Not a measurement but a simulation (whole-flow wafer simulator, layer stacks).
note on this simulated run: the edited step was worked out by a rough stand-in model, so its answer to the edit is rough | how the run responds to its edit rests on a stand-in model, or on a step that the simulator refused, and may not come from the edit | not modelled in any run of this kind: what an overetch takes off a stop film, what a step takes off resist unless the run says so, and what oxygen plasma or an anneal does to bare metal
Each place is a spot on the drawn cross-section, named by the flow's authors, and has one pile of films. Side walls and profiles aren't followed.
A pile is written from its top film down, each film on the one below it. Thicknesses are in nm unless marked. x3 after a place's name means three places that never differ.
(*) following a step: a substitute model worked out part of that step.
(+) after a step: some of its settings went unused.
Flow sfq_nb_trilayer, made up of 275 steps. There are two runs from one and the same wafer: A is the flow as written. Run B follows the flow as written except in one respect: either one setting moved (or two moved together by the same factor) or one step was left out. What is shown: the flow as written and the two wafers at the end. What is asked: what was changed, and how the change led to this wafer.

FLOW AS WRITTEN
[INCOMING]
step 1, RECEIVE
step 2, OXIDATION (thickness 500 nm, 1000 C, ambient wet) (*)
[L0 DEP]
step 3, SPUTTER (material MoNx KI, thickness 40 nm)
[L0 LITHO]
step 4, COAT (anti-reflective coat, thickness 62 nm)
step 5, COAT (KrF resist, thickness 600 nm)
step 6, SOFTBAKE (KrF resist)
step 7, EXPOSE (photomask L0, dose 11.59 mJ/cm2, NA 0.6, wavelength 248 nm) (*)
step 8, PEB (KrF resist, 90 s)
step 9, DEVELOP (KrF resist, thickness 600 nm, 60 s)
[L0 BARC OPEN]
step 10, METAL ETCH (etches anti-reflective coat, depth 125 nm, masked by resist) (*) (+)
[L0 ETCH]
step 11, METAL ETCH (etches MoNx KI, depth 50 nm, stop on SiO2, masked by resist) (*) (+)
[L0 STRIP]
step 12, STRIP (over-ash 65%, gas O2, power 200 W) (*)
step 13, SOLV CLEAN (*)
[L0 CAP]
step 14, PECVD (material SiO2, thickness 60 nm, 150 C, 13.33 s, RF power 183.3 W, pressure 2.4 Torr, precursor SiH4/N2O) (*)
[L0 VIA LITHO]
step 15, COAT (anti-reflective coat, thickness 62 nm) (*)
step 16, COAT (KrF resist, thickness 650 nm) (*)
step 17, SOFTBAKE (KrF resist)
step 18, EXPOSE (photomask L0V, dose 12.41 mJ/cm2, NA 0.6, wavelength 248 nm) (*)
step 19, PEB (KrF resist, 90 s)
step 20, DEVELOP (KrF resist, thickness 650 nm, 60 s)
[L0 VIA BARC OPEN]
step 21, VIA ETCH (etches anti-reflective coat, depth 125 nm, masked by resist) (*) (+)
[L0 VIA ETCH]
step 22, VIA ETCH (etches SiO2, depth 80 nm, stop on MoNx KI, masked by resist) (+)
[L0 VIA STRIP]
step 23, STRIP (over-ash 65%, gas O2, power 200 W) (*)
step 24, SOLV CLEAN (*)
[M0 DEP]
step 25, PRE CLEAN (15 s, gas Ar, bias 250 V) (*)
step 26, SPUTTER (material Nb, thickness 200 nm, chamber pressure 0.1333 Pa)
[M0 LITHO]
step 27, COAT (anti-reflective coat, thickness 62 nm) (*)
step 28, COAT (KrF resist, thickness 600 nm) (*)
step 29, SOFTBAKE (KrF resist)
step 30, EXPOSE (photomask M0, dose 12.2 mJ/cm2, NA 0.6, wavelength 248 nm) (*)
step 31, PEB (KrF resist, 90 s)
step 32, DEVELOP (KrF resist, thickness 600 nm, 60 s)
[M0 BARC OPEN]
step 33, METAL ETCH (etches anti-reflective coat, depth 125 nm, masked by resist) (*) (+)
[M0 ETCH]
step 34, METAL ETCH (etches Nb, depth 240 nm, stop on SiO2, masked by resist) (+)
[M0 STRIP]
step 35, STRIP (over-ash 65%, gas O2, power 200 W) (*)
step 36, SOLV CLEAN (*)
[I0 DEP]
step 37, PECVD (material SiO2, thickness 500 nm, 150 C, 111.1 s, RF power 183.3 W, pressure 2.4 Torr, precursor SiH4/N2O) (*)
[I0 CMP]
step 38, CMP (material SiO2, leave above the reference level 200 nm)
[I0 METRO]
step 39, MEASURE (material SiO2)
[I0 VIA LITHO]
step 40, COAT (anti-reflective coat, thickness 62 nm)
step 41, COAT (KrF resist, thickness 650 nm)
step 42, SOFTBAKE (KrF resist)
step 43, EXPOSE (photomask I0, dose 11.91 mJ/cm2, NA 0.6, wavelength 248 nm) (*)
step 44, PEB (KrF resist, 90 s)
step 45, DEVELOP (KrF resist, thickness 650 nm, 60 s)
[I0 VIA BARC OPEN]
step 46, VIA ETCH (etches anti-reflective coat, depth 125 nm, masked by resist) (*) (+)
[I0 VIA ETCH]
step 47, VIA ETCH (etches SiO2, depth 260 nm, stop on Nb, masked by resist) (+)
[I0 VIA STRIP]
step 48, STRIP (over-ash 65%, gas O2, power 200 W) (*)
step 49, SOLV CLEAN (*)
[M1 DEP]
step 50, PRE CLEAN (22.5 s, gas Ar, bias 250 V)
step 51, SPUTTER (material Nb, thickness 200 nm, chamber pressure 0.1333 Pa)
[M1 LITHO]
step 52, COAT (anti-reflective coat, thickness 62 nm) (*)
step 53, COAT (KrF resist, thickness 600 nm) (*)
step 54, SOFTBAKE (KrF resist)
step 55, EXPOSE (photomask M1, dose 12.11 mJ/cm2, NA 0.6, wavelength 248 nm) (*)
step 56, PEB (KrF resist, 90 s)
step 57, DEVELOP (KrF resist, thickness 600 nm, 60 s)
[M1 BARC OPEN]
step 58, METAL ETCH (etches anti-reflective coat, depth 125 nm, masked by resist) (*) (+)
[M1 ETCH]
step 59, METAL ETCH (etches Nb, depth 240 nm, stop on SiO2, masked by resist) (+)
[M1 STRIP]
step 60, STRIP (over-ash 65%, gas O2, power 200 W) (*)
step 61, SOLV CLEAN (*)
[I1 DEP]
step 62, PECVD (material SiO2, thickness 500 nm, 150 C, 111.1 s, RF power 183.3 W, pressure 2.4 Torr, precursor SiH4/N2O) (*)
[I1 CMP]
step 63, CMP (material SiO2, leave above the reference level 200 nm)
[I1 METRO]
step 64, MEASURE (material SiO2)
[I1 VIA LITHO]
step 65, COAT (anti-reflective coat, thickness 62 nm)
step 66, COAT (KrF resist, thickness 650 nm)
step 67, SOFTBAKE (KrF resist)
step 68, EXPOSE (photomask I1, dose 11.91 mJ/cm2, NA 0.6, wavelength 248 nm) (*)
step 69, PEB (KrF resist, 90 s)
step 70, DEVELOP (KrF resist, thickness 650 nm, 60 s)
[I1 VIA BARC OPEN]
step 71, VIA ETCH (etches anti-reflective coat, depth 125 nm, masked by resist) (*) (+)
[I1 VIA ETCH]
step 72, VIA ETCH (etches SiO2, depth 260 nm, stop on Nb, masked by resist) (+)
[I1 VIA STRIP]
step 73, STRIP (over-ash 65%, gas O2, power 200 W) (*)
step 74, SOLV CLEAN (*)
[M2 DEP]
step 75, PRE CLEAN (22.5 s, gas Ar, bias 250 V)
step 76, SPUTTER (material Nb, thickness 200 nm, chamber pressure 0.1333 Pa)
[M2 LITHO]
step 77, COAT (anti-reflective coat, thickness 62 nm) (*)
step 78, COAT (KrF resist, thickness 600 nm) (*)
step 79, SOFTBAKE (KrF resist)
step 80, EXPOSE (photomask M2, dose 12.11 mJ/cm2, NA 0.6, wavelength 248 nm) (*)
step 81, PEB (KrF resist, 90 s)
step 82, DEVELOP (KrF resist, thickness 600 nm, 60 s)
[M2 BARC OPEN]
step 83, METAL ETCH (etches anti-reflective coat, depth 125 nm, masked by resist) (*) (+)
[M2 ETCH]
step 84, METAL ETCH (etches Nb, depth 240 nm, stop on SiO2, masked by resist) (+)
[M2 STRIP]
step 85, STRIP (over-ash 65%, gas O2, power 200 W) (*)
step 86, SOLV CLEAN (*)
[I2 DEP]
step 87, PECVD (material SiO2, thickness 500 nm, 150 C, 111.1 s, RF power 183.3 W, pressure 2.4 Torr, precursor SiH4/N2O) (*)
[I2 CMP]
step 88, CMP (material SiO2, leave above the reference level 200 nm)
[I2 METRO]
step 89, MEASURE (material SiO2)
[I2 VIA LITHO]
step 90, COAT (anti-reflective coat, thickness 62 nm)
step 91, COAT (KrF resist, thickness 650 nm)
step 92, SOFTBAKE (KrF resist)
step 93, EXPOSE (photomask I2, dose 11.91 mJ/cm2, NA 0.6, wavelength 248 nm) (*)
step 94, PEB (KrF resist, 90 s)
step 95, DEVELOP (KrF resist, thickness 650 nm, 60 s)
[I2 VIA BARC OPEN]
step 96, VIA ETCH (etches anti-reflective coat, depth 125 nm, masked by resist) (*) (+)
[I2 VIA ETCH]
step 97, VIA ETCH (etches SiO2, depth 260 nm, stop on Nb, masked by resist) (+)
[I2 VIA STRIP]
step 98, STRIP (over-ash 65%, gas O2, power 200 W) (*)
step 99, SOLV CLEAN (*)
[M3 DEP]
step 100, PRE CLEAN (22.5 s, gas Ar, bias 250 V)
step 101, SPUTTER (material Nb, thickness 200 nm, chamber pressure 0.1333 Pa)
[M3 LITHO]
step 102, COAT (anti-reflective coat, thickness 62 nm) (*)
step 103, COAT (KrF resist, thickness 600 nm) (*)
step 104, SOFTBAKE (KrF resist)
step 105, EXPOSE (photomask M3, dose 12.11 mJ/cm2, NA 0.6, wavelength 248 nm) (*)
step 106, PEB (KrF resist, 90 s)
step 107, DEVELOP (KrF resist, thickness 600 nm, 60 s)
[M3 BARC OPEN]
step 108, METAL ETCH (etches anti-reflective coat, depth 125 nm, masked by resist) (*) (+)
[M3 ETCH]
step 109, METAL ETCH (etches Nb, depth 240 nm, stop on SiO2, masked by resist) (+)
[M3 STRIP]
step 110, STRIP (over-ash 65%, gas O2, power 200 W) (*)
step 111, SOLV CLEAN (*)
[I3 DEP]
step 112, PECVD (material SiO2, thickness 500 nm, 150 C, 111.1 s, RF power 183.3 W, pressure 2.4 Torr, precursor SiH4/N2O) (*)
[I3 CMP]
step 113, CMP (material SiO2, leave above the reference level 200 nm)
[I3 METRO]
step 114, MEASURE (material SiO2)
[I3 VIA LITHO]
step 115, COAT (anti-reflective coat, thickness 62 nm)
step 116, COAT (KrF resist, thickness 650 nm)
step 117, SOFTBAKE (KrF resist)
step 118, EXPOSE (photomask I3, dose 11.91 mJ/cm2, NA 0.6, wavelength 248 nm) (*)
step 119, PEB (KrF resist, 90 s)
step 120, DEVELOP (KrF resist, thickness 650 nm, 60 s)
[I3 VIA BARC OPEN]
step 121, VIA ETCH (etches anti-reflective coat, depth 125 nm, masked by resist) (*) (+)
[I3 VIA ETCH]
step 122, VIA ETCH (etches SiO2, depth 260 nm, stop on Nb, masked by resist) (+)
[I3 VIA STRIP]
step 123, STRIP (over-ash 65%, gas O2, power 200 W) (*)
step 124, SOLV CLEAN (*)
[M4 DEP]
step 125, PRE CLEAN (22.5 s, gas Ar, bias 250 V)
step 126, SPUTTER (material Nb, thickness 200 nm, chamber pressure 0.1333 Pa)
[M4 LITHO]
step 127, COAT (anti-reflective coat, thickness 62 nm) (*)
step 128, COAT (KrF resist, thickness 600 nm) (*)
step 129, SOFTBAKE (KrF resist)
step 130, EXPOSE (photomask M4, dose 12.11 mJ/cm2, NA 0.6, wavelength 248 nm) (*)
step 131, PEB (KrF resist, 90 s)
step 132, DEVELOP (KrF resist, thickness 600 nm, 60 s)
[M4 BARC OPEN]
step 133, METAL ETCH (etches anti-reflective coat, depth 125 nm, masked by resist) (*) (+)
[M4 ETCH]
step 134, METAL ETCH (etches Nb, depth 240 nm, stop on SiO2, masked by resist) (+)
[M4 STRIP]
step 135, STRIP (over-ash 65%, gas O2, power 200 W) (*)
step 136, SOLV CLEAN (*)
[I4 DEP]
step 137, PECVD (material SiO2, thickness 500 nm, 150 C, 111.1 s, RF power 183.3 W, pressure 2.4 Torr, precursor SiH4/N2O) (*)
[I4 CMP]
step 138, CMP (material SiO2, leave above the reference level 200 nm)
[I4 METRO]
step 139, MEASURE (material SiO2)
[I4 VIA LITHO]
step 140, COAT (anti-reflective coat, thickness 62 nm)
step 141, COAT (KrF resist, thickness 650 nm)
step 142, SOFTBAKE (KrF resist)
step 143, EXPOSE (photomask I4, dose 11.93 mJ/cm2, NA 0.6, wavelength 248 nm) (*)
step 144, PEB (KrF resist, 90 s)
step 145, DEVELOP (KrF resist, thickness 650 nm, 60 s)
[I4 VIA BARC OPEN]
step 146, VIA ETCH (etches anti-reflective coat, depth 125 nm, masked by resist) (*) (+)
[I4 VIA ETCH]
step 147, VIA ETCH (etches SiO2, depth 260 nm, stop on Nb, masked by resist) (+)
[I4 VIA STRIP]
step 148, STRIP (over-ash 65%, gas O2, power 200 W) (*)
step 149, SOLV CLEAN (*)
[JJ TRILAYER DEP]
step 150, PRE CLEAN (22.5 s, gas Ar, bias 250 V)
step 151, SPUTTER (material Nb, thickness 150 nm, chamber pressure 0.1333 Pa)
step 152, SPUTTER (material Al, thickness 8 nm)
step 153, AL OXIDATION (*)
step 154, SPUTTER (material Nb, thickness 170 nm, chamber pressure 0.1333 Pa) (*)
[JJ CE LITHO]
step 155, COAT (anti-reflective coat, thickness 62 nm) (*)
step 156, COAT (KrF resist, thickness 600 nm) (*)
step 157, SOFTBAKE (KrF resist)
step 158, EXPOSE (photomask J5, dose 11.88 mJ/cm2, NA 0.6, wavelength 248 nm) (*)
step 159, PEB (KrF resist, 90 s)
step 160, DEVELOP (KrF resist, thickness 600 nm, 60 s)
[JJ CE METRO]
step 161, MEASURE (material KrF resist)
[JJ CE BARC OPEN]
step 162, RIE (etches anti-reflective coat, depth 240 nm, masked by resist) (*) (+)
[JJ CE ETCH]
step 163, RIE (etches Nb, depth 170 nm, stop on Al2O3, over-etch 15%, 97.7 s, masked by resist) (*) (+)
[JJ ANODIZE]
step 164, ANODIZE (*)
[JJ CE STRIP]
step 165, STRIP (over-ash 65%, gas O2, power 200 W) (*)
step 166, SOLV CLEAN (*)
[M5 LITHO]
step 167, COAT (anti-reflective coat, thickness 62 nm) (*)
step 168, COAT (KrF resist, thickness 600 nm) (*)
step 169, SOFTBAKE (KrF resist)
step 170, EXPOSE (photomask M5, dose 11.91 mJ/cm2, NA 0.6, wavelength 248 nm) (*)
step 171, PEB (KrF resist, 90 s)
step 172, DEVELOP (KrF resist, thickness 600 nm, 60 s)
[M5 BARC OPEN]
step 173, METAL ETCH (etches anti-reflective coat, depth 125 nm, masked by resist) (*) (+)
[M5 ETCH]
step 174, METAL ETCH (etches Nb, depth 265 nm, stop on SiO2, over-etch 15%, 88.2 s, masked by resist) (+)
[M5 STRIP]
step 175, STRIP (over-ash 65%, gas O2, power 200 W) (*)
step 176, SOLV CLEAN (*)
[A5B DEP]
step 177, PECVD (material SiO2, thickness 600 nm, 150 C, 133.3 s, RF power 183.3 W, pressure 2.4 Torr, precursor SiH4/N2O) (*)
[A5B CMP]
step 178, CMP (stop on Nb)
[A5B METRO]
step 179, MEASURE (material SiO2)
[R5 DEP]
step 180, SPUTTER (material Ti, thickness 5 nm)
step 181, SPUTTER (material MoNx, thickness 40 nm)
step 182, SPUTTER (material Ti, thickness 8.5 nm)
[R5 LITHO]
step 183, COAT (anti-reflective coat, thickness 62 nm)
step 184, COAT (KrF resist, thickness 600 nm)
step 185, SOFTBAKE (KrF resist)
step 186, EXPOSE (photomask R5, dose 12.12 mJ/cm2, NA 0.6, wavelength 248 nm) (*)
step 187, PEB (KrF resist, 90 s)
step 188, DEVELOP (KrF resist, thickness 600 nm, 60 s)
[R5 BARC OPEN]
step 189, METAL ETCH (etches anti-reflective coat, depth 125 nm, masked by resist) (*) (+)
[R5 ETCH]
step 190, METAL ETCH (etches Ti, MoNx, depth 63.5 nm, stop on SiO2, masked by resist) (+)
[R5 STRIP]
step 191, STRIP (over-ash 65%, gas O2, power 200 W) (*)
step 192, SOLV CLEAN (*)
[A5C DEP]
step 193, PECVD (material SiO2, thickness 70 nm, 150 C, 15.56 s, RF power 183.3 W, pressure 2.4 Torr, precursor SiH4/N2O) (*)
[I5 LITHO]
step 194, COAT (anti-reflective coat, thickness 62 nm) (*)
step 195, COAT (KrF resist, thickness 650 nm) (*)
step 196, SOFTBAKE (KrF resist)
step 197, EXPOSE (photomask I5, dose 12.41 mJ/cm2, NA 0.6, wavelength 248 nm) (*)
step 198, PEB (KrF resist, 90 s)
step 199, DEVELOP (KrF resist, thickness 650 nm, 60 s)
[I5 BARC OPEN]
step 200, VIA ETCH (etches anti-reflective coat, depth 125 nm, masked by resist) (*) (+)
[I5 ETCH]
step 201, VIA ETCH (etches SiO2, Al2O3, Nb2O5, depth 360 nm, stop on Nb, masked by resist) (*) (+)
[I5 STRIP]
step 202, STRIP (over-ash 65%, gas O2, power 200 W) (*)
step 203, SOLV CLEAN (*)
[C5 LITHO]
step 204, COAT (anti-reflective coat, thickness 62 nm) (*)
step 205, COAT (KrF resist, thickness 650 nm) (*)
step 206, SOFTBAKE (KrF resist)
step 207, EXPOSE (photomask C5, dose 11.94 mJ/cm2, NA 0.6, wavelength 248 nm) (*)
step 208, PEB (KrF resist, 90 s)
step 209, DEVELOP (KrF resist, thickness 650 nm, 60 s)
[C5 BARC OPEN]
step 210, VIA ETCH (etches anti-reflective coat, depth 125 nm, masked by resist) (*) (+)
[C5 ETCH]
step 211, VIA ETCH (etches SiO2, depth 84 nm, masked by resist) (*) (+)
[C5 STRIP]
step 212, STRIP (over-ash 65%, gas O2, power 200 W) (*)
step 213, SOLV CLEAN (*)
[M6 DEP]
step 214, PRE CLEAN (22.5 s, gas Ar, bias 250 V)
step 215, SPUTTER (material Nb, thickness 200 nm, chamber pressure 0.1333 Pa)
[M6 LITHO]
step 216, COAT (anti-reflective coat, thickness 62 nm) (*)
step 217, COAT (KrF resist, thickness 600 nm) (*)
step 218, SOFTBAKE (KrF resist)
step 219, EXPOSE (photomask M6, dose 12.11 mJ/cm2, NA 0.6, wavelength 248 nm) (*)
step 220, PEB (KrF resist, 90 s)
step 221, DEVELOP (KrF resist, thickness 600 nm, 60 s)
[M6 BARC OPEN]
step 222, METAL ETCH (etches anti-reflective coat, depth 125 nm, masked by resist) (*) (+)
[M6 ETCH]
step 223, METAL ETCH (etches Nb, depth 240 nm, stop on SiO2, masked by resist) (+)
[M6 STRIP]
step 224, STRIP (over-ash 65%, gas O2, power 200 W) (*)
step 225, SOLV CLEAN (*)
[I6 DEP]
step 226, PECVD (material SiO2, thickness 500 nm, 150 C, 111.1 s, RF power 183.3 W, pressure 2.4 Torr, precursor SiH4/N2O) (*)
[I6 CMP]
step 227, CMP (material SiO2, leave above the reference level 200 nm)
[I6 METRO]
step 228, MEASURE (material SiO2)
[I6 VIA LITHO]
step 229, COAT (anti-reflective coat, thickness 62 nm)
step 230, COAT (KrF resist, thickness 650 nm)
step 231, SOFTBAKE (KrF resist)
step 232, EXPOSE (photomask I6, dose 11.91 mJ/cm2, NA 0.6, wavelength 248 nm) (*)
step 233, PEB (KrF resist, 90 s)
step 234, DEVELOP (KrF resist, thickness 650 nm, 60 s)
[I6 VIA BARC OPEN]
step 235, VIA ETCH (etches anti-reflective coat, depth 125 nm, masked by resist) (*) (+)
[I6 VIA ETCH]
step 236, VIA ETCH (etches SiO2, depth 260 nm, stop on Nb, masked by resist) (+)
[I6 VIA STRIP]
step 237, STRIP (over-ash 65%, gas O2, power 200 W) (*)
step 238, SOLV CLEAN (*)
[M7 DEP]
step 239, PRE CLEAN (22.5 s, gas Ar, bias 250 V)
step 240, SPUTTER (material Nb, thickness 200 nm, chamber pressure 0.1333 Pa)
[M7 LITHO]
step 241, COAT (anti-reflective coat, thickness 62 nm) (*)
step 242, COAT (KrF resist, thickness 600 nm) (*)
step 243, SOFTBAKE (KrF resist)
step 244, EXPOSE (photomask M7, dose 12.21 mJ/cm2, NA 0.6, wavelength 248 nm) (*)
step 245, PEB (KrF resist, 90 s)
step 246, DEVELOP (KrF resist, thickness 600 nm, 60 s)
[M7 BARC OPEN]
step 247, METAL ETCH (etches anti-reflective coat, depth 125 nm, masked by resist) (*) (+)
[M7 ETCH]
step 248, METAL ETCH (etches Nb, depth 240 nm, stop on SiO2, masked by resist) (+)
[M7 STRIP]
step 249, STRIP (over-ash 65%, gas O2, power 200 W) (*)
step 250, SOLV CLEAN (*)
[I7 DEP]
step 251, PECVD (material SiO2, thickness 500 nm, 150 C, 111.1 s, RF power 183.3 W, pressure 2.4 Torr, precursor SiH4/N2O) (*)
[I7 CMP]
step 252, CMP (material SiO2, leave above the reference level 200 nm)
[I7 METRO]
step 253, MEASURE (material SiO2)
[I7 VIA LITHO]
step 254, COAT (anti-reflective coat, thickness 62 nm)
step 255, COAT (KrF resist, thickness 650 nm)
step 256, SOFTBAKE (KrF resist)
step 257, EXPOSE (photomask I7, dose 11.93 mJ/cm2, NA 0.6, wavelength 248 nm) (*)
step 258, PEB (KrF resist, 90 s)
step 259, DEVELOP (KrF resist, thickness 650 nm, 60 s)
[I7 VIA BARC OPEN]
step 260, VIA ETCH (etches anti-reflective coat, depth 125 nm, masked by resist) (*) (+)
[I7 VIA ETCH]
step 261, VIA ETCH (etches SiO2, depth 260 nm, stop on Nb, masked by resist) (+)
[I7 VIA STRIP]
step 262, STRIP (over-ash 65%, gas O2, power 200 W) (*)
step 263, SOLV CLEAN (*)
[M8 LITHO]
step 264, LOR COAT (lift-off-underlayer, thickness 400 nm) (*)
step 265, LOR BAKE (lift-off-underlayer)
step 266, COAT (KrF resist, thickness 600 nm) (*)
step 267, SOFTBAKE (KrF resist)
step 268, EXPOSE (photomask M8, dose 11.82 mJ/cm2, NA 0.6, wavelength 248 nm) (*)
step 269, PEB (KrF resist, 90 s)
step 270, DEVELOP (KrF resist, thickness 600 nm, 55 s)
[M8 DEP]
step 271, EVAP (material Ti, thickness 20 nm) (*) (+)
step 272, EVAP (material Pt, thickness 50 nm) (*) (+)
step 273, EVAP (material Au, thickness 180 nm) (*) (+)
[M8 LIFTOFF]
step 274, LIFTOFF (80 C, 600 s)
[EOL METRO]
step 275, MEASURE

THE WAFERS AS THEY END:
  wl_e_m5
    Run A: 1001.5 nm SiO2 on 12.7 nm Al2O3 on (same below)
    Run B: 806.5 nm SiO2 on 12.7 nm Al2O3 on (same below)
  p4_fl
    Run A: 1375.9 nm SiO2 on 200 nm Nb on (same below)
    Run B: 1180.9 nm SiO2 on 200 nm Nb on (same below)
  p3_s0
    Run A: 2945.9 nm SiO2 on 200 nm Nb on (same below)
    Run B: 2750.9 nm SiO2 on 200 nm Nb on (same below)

Cause: step 251, PECVD: thickness 205 nm was run, while the flow as written has thickness 500 nm; step 251, PECVD: 45.56 s was run, where the flow has 111.1 s.

The path from the change to this, step by step:
  step 251, PECVD (material SiO2, thickness 500 nm, 150 C, 111.1 s, RF power 183.3 W, pressure 2.4 Torr, precursor SiH4/N2O) (*)
      field_l, p4_fl, p4_fm and 56 more: A SiO2 gains 500 | B SiO2 gains 205
      v_sur, via_wl, via_w and 37 more: A SiO2 gains 500 (new film) | B SiO2 gains 205 (new film)
      (and at 7 other places as well)
  step 252, CMP (material SiO2, leave above the reference level 200 nm)
      field_l, p4_fl, p4_fm and 56 more: A SiO2 loses 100 | B nothing
      field_r, lsp_l: A SiO2 loses 77.7 | B nothing
      (and at 45 other places as well)
  step 254, COAT (anti-reflective coat, thickness 62 nm)
      ce_l, c5j, ce_r, sp_r: A anti-reflective coat gains 62 (new film) | B anti-reflective coat gains 53.1 (new film)
      l0v, p3_l2, p3_s2, p3_s5: A anti-reflective coat gains 62 (new film) | B anti-reflective coat gains 64.3 (new film)
      (and at 86 other places as well)
  step 255, COAT (KrF resist, thickness 650 nm)
      ln_m5, m5r_linepad_l, m5r_linepad_r: A KrF resist gains 650 (new film) | B KrF resist gains 586 (new film)
      ce_l, sp_r: A KrF resist gains 650 (new film) | B KrF resist gains 613.6 (new film)
      (and at 82 other places as well)
  step 259, DEVELOP (KrF resist, thickness 650 nm, 60 s)
      via_wl: A KrF resist loses 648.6 (all of it) | B KrF resist loses 580.9 (all of it)
      via_w: A KrF resist loses 648.6 (all of it) | B KrF resist loses 591.8 (all of it)
      (and at 1 other place as well)
  step 260, VIA ETCH (etches anti-reflective coat, depth 125 nm, masked by resist) (*) (+)
      field_l, v_sur, via_sp and 100 more: A KrF resist loses 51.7 | B KrF resist loses 41.9
      via_wl: A anti-reflective coat loses 62 (all of it), SiO2 loses 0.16 | B anti-reflective coat loses 49.8 (all of it), SiO2 loses 0.13
      (and at 2 other places as well)
  step 262, STRIP (over-ash 65%, gas O2, power 200 W) (*)
      c5j, ce_r: A KrF resist loses 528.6 (all of it), anti-reflective coat loses 62 (all of it) | B KrF resist loses 502.2 (all of it), anti-reflective coat loses 53.1 (all of it)
      p3_s3, p3_s4: A KrF resist loses 528.6 (all of it), anti-reflective coat loses 62 (all of it) | B KrF resist loses 544.5 (all of it), anti-reflective coat loses 64.1 (all of it)
      (and at 99 other places as well)
  step 264, LOR COAT (lift-off-underlayer, thickness 400 nm) (*)
      wl_j_sl, wl_jj: A lift-off-underlayer gains 400 (new film) | B lift-off-underlayer gains 385.1 (new film)
      wl_a_sl, wl_g_sr: A lift-off-underlayer gains 400 (new film) | B lift-off-underlayer gains 384.7 (new film)
      (and at 87 other places as well)
  step 266, COAT (KrF resist, thickness 600 nm) (*)
      m5r_line_l, m5r_line_r, r5r_space_c: A KrF resist gains 600 (new film) | B KrF resist gains 620 (new film)
      c5j, ce_r: A KrF resist gains 597.1 (new film) | B KrF resist gains 573.9 (new film)
      (and at 59 other places as well)
  step 270, DEVELOP (KrF resist, thickness 600 nm, 55 s)
      field_l: A KrF resist loses 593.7 (all of it), lift-off-underlayer loses 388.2 (all of it) | B KrF resist loses 615.2 (all of it), lift-off-underlayer loses 453.1 (all of it)
      v_sur: A KrF resist loses 607.3 (all of it), lift-off-underlayer loses 369.4 (all of it) | B KrF resist loses 586.2 (all of it), lift-off-underlayer loses 295.4 (all of it)
      (and at 9 other places as well)
  step 274, LIFTOFF (80 C, 600 s)
      wl_j_sl, wl_jj: A Au loses 180 (all of it), Pt loses 50 (all of it), Ti loses 20 (all of it), KrF resist loses 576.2 (all of it), lift-off-underlayer loses 400 (all of it) | B Au loses 180 (all of it), Pt loses 50 (all of it), Ti loses 20 (all of it), KrF resist loses 560.6 (all of it), lift-off-underlayer loses 385.1 (all of it)
      m0r_line_l, m6r_line_l: A Au loses 180 (all of it), Pt loses 50 (all of it), Ti loses 20 (all of it), KrF resist loses 576.2 (all of it), lift-off-underlayer loses 400 (all of it) | B Au loses 180 (all of it), Pt loses 50 (all of it), Ti loses 20 (all of it), KrF resist loses 595.6 (all of it), lift-off-underlayer loses 438.4 (all of it)
      (and at 76 other places as well)
